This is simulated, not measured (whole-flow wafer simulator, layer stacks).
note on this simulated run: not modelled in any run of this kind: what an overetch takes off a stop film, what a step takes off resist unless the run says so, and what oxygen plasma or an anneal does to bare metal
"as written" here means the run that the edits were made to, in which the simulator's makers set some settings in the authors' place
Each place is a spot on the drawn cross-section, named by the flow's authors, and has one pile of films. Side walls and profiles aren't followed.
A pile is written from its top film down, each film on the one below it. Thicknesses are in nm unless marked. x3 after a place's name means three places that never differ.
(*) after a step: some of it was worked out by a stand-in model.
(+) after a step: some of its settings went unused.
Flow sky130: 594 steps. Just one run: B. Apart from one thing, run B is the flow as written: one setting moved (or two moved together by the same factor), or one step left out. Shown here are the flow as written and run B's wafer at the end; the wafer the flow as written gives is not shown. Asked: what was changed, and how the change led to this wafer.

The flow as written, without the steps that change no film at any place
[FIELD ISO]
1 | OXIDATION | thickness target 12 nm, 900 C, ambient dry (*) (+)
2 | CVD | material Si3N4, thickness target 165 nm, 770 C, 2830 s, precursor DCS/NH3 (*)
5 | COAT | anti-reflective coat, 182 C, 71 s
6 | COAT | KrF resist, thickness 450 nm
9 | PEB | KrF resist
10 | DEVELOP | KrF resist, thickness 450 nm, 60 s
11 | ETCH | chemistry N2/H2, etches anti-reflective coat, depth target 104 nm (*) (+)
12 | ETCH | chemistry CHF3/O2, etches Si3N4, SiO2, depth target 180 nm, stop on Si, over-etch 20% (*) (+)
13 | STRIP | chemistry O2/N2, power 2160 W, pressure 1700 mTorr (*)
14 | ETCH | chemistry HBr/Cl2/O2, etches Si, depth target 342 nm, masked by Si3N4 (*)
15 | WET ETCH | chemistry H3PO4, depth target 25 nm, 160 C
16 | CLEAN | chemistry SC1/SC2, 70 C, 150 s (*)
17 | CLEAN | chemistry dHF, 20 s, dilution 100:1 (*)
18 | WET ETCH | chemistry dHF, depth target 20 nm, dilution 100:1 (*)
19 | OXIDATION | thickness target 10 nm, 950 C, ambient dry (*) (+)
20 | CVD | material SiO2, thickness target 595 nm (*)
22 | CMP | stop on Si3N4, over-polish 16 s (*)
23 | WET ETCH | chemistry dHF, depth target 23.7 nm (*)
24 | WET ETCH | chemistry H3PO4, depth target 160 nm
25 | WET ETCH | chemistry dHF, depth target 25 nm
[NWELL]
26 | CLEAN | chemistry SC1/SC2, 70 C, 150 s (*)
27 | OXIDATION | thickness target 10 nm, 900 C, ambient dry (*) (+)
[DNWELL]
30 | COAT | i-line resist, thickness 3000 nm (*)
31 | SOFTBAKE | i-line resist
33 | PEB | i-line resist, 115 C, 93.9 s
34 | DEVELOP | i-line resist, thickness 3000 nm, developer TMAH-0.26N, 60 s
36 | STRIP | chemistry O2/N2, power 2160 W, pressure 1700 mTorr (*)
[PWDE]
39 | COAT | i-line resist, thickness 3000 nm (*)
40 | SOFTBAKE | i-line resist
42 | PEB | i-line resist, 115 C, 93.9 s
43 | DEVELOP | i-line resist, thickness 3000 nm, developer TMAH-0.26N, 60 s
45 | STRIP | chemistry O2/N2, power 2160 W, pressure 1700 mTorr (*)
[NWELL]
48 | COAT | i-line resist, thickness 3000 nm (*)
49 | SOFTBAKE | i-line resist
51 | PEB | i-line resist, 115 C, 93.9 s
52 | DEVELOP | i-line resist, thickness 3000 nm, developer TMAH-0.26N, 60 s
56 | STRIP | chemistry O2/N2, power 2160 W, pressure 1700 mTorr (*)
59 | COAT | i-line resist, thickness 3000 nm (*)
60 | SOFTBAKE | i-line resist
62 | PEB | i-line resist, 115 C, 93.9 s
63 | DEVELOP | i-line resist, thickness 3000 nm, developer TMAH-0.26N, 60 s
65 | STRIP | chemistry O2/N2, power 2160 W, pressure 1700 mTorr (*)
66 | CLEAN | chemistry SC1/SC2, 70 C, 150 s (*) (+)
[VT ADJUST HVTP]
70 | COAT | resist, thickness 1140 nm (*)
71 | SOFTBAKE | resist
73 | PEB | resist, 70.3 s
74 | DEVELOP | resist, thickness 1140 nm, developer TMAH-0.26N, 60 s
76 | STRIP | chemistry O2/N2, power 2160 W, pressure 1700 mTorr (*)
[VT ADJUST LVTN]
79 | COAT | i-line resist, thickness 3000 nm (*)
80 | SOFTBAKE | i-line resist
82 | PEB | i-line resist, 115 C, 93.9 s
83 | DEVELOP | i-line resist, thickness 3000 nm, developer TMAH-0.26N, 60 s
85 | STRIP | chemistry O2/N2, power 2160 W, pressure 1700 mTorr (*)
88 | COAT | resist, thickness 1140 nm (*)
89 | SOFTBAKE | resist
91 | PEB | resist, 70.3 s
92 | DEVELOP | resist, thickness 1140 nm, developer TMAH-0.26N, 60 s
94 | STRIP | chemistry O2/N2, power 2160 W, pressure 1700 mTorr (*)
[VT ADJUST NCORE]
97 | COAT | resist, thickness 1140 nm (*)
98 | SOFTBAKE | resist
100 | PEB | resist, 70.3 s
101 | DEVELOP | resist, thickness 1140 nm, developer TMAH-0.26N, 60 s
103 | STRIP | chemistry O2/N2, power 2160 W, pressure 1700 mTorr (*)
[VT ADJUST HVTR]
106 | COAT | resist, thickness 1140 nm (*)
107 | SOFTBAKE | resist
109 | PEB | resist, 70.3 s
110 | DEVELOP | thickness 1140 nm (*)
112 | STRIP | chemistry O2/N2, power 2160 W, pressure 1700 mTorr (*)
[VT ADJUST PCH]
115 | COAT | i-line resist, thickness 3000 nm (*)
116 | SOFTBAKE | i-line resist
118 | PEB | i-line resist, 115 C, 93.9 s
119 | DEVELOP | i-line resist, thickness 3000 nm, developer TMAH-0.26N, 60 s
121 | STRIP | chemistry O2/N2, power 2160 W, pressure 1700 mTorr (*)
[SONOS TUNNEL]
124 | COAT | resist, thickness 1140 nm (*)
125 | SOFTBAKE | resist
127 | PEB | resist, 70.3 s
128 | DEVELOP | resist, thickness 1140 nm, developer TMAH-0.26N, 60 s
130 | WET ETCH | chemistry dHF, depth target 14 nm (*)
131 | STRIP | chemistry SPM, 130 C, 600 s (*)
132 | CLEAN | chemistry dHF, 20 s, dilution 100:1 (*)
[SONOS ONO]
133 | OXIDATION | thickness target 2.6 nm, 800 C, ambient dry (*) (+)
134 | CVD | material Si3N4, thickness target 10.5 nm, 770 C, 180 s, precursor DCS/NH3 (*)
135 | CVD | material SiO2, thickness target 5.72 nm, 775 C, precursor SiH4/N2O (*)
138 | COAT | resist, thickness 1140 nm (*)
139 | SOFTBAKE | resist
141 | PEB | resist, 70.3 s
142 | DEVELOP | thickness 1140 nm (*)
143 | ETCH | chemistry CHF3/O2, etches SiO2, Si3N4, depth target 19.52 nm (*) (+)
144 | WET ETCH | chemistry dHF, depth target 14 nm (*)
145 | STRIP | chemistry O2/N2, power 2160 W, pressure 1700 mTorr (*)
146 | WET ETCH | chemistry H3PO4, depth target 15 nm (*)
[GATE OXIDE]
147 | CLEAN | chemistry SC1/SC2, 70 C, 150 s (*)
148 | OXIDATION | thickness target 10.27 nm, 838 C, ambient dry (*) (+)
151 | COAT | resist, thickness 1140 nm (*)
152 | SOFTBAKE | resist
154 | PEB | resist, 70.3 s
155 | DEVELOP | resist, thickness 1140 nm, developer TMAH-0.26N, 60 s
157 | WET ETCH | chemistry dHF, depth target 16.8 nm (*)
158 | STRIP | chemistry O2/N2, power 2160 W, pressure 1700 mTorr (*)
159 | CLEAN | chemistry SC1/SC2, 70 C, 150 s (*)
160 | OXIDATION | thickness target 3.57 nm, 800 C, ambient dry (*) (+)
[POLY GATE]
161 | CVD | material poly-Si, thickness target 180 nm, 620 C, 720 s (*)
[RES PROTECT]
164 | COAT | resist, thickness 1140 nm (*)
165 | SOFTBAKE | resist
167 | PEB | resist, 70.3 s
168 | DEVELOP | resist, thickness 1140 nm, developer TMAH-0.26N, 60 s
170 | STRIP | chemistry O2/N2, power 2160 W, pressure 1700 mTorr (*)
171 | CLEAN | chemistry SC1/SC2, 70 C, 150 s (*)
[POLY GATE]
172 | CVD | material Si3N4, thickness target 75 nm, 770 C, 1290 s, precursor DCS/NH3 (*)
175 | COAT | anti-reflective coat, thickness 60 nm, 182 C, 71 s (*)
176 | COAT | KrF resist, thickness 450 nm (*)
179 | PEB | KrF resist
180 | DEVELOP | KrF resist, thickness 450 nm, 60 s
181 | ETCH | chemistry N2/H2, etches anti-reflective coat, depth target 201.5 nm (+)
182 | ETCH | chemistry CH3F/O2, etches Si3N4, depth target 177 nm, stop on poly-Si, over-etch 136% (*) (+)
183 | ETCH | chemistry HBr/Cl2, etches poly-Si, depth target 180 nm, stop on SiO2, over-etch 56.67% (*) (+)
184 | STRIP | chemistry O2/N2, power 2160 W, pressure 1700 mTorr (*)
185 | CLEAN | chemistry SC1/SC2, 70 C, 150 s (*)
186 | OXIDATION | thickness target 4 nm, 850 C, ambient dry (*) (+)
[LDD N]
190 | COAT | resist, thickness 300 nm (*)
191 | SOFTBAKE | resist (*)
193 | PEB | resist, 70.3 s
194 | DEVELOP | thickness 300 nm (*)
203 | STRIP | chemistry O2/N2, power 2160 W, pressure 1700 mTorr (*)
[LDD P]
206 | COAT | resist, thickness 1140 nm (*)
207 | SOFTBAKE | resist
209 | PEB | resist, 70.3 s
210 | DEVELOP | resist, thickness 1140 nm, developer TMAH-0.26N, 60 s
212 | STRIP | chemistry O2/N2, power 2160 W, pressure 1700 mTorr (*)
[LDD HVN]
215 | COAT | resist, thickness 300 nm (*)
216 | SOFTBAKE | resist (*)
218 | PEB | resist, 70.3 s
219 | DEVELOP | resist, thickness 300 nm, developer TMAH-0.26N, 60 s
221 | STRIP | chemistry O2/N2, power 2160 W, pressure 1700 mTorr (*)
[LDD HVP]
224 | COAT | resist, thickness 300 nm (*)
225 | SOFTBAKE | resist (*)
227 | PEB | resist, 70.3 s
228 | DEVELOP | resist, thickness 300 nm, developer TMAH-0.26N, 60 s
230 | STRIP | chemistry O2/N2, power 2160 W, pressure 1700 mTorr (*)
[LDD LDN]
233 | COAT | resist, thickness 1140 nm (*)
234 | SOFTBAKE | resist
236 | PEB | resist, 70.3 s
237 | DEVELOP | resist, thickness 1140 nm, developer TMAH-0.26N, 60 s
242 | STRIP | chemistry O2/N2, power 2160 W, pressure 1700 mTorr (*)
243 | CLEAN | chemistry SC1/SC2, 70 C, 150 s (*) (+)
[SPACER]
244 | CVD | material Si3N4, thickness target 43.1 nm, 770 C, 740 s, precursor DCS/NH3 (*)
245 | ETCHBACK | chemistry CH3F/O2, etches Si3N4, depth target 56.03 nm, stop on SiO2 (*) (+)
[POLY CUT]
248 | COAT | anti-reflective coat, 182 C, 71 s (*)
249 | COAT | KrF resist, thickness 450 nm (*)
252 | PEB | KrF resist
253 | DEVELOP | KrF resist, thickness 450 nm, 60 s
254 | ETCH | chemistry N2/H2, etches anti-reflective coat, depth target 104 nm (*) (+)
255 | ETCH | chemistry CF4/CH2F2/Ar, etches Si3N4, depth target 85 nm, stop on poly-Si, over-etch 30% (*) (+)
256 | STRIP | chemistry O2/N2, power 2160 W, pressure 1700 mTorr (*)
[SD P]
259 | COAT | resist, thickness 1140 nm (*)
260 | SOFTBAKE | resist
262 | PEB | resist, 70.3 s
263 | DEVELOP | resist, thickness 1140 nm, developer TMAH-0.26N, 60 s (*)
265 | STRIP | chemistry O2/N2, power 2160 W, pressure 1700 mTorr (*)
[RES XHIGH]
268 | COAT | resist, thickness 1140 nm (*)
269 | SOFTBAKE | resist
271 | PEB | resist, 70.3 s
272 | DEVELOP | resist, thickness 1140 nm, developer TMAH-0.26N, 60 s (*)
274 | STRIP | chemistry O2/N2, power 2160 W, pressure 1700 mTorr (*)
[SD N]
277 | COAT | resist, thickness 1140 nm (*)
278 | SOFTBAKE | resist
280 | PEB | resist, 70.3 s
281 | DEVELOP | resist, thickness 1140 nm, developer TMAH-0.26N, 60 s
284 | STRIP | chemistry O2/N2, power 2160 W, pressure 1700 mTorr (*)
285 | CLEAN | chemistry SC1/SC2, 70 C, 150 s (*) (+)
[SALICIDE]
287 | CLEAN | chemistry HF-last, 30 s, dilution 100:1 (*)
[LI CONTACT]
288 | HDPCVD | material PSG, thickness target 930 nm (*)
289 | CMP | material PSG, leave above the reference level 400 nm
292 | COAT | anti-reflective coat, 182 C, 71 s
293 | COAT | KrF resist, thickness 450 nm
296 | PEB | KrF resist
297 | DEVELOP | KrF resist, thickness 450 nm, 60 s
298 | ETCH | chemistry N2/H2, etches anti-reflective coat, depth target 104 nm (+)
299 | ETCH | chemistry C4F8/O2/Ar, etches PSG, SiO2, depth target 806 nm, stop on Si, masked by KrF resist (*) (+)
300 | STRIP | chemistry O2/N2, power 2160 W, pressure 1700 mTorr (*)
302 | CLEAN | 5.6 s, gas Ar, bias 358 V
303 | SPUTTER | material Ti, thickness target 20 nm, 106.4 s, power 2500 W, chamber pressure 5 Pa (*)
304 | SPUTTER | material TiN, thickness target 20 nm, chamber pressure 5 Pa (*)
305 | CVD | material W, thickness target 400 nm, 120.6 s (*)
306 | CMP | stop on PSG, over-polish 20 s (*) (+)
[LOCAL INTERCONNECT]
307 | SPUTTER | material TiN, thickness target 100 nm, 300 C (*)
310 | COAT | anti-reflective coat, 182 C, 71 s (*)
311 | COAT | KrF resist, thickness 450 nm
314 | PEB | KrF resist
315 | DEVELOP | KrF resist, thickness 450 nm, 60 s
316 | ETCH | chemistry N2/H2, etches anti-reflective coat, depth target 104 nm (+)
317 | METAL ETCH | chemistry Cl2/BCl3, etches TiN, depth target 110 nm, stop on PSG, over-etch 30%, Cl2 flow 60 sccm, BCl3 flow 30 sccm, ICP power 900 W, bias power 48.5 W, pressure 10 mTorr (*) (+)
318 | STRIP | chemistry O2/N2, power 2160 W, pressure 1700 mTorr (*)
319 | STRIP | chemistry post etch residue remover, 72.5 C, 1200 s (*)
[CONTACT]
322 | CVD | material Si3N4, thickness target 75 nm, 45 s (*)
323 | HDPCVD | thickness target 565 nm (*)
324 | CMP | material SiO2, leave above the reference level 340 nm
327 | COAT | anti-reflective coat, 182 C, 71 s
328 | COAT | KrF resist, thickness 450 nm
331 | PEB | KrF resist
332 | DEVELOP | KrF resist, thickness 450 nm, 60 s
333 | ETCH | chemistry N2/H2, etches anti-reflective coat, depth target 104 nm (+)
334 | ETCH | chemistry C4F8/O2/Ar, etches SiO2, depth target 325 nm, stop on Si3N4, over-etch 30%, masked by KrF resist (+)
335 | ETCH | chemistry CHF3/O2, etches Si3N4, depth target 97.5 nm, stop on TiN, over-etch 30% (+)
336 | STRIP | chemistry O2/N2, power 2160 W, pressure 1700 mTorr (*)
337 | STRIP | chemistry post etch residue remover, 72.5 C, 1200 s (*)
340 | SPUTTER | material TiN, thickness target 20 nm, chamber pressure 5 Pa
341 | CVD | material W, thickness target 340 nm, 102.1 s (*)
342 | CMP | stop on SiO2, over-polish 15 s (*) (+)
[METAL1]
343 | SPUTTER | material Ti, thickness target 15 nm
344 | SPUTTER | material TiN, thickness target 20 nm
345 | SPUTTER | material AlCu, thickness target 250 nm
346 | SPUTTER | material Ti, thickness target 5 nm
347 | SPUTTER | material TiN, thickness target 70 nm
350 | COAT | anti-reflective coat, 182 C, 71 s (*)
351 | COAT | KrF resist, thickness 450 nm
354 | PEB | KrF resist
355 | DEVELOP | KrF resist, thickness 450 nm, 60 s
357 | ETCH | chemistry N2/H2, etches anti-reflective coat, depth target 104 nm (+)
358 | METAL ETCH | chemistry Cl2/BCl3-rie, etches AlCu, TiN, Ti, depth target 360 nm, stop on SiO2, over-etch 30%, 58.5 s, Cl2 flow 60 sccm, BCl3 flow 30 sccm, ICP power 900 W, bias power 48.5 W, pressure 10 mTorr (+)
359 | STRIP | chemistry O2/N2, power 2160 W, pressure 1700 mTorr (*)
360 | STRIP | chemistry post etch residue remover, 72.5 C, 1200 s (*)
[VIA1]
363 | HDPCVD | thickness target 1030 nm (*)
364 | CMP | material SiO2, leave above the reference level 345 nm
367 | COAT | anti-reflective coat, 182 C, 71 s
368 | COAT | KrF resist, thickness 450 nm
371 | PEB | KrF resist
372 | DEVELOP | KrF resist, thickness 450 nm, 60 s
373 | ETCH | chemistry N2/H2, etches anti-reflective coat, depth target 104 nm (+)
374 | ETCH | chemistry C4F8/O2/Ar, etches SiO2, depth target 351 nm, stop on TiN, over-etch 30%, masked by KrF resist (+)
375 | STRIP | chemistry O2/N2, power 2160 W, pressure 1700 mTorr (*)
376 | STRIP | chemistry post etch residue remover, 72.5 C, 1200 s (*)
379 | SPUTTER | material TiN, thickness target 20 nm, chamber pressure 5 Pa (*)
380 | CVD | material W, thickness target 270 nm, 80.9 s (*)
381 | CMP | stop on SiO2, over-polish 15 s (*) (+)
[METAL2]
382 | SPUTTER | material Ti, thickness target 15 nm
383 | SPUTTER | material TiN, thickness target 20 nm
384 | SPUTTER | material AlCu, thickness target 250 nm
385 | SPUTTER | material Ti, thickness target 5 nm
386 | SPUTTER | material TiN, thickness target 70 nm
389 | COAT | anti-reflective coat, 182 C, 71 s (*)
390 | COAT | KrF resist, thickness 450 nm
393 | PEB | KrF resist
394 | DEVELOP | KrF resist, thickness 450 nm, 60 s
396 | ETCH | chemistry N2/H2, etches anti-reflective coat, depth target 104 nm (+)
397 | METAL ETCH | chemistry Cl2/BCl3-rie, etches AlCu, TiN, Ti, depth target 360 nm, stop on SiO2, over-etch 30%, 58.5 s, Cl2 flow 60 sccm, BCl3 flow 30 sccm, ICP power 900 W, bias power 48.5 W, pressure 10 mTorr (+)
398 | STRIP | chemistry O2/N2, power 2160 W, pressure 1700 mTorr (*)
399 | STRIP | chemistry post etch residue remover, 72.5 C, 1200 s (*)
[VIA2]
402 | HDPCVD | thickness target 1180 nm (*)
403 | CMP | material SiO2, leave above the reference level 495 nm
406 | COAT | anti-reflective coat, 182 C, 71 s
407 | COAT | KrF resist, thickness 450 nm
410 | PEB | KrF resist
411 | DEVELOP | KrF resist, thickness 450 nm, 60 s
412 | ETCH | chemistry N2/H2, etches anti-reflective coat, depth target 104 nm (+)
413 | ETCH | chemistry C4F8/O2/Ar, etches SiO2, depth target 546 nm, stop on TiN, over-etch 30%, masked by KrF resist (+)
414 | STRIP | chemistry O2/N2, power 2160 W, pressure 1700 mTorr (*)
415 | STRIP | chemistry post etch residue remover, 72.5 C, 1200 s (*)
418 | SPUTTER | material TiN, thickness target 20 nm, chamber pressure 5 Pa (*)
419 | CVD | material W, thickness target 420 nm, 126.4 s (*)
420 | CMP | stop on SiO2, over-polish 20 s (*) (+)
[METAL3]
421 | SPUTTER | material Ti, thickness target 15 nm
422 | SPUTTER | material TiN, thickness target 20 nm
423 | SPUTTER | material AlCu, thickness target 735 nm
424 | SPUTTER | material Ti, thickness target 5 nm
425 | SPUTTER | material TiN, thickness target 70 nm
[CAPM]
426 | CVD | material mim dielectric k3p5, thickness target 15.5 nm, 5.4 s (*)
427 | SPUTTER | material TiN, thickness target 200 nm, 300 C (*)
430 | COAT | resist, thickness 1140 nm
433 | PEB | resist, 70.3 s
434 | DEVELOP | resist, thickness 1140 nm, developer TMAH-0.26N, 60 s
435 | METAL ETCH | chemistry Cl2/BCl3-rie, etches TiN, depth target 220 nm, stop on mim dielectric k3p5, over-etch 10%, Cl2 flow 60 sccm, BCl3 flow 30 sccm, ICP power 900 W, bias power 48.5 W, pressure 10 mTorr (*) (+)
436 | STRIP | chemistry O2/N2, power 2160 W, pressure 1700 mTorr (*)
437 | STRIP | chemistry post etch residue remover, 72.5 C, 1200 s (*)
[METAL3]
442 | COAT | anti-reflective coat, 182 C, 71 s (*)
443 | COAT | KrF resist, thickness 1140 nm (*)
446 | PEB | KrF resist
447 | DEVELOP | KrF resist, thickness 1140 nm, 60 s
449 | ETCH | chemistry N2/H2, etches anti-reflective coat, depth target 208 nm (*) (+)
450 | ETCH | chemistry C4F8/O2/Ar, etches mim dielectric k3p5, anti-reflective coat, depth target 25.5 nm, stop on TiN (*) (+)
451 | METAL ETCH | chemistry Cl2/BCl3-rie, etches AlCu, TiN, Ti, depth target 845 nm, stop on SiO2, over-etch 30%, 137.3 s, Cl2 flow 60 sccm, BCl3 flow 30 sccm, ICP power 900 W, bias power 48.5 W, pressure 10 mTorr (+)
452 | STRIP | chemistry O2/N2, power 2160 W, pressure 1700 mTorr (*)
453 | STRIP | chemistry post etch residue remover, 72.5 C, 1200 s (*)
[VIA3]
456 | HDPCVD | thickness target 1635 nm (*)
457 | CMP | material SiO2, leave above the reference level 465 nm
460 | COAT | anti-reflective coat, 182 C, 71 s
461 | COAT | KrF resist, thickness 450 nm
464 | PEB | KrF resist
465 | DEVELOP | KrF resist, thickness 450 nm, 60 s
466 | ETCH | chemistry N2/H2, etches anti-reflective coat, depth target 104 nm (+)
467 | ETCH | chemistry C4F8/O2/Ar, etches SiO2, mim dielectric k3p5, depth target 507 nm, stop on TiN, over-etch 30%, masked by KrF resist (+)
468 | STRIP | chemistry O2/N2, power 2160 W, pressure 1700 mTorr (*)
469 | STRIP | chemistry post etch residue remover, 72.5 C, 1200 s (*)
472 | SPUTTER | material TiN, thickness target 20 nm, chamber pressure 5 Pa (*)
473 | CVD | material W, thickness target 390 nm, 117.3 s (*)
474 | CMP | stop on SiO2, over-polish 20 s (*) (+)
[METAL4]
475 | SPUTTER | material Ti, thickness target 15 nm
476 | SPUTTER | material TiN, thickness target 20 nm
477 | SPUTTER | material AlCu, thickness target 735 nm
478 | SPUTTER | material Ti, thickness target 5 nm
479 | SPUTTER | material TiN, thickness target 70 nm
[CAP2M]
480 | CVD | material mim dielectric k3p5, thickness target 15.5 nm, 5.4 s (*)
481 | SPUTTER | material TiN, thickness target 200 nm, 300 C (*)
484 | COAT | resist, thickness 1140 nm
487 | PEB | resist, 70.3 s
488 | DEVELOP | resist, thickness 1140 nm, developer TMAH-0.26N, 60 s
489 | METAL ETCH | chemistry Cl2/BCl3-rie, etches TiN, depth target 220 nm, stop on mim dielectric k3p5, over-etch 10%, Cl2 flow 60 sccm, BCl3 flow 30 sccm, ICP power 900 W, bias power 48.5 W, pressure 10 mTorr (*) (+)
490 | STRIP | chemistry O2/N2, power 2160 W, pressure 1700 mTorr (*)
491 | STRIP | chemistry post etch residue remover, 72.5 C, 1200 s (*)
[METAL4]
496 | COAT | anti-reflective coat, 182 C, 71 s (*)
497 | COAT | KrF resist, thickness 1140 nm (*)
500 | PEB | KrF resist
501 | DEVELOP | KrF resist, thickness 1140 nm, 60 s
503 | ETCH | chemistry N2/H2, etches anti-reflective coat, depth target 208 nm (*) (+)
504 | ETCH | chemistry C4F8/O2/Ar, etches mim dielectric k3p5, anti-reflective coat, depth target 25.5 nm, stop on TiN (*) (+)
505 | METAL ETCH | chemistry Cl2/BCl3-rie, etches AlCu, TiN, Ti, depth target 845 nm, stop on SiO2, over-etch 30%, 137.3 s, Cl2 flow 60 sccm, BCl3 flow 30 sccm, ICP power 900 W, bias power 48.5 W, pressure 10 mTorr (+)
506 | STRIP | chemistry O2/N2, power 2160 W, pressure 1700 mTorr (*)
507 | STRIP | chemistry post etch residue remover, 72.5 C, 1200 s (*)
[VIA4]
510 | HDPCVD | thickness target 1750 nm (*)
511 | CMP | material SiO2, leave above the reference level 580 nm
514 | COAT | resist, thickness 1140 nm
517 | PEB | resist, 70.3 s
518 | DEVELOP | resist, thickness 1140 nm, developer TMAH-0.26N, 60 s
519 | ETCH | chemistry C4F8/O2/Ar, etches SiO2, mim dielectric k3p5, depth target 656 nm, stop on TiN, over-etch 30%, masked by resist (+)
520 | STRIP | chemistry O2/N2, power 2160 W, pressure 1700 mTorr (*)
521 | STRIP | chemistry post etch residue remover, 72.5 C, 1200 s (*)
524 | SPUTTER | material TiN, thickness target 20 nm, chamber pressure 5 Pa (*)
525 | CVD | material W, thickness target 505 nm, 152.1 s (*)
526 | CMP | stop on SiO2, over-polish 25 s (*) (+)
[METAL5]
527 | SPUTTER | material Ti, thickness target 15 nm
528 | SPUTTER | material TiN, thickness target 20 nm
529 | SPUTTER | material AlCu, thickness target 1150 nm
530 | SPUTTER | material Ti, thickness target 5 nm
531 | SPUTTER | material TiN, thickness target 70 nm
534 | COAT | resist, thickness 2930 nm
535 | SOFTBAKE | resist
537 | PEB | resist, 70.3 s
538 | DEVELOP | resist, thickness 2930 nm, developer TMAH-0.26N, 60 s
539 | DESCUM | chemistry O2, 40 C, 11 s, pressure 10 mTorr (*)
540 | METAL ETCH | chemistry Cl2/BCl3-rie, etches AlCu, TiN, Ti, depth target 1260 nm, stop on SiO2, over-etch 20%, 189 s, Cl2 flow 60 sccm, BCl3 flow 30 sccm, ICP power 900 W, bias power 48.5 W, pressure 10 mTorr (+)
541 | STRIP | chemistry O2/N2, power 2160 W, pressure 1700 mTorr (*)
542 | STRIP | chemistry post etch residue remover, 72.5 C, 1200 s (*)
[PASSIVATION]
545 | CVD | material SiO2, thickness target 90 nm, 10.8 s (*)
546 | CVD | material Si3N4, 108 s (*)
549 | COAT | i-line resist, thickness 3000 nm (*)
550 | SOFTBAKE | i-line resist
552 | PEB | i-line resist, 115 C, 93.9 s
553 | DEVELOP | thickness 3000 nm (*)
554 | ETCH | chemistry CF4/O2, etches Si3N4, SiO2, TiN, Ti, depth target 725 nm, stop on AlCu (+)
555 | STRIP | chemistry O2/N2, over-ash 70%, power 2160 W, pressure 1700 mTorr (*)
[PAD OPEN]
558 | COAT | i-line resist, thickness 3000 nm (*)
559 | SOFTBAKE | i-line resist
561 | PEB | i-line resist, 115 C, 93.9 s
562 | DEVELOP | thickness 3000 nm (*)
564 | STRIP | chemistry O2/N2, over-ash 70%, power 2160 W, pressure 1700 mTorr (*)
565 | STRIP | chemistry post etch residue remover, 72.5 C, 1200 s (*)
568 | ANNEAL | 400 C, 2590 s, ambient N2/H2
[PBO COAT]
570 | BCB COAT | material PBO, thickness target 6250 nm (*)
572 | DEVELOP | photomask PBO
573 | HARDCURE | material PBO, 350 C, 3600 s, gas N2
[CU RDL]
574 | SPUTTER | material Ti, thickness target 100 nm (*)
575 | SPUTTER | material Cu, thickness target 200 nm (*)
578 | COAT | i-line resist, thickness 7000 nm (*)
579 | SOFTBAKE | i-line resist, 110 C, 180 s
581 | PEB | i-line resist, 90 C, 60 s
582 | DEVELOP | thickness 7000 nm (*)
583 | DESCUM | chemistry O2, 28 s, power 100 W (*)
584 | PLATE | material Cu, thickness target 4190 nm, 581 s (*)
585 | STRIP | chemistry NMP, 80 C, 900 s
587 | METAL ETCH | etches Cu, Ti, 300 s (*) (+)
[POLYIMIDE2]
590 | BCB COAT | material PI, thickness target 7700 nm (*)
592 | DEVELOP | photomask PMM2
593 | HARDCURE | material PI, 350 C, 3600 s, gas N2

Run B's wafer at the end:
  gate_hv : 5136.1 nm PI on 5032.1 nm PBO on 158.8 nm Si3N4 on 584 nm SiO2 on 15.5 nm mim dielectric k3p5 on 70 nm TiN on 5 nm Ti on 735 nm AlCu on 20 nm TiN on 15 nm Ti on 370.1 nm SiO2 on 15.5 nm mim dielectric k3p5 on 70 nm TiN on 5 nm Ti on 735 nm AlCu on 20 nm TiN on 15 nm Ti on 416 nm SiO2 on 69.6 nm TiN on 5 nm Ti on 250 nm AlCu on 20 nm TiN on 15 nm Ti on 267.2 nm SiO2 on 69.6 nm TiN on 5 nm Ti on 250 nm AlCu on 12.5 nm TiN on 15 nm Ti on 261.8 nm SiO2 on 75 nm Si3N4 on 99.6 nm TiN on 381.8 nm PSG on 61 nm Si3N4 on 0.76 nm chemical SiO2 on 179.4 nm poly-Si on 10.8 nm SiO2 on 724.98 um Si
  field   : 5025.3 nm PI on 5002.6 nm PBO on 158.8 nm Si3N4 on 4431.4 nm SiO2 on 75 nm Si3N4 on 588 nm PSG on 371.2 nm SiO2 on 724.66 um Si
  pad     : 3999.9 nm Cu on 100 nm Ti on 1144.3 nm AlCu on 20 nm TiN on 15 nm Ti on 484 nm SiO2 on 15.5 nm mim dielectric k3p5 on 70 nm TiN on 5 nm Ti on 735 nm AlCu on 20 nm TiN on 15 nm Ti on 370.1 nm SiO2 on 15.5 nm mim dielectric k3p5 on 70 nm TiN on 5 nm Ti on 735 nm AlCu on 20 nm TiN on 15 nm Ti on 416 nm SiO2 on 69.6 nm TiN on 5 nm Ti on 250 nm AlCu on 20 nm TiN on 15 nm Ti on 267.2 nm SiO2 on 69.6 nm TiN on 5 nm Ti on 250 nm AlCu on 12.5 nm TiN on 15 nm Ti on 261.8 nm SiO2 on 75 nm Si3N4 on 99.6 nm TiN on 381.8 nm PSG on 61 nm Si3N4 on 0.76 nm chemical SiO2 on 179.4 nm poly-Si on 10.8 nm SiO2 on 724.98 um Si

What caused this: step 344, SPUTTER: thickness target 12.5 nm was run, while the flow as written has thickness target 20 nm.
The wafer lets one read it off: gate_hv has TiN 12.5, and step 344 as written asks for 20 nm.

How this came from the change, step by step:
  344 | SPUTTER | material TiN, thickness target 20 nm
      field, active, n_well and 188 more: +12.5 TiN (new film) (as written it would have been: +20 TiN (new film))
  358 | METAL ETCH | chemistry Cl2/BCl3-rie, etches AlCu, TiN, Ti, depth target 360 nm, stop on SiO2, over-etch 30%, 58.5 s, Cl2 flow 60 sccm, BCl3 flow 30 sccm, ICP power 900 W, bias power 48.5 W, pressure 10 mTorr (+)
      field, active, gate and 81 more: -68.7 TiN (all of it), -5 Ti (all of it), -250 AlCu (all of it), -12.5 TiN (all of it), -15 Ti (all of it), -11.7 SiO2 (as written it would have been: -68.7 TiN (all of it), -5 Ti (all of it), -250 AlCu (all of it), -20 TiN (all of it), -15 Ti (all of it), -10.9 SiO2)
